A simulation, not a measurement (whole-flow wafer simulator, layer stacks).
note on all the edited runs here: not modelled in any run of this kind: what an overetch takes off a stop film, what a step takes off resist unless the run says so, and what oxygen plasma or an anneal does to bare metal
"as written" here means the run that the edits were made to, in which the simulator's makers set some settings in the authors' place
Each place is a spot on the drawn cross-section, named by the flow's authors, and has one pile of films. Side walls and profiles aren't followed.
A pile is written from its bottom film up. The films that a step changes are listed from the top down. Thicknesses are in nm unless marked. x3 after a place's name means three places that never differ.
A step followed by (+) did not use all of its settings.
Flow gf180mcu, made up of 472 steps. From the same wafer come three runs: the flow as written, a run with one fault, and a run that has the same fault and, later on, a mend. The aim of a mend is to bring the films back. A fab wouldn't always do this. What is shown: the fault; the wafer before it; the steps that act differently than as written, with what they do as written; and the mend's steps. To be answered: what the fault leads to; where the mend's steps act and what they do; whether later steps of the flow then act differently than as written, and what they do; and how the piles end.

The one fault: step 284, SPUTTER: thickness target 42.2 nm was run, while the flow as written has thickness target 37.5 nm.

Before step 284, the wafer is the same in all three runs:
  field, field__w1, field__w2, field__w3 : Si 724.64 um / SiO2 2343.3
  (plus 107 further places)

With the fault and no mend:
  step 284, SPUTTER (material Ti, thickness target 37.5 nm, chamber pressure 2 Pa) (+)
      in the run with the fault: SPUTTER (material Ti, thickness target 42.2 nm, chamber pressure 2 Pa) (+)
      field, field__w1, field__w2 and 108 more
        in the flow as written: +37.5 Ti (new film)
        in the run with the fault: +42.2 Ti (new film)
  Later steps of the flow acting differently than as written (1 other step is not shown; it differs only slightly, by no more than 2% or 0.5 nm, whichever is larger):
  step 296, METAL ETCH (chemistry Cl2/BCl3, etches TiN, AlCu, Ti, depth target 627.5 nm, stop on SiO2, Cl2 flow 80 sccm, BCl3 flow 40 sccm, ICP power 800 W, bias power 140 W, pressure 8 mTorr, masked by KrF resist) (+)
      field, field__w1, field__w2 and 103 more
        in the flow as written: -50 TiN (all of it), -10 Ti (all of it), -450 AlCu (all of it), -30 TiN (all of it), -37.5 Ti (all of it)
        in the run with the fault: -50 TiN (all of it), -10 Ti (all of it), -450 AlCu (all of it), -30 TiN (all of it), -42.2 Ti (all of it)
  At field__w8, contact, m1, m1__w1, m1_nw, the piles at the end differ from the flow's by more than 2% or 0.5 nm, whichever is larger.
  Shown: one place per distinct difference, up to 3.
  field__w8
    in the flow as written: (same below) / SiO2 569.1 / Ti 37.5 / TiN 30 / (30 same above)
    in the run with the fault: (same below) / SiO2 569.1 / Ti 42.2 / TiN 30 / (30 same above)
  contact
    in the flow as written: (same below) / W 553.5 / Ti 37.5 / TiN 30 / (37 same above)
    in the run with the fault: (same below) / W 553.5 / Ti 42.2 / TiN 30 / (37 same above)

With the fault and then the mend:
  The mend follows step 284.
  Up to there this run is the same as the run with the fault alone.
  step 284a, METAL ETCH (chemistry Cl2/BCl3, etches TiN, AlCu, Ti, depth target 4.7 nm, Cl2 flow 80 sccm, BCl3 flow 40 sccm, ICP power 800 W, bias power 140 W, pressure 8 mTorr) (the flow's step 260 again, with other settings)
      field, field__w1, field__w2 and 108 more
        -4.7 Ti
  None of the later steps of the flow acts differently than as written at any place that is followed.
  At every place that both follow, the piles at the end match the flow's.
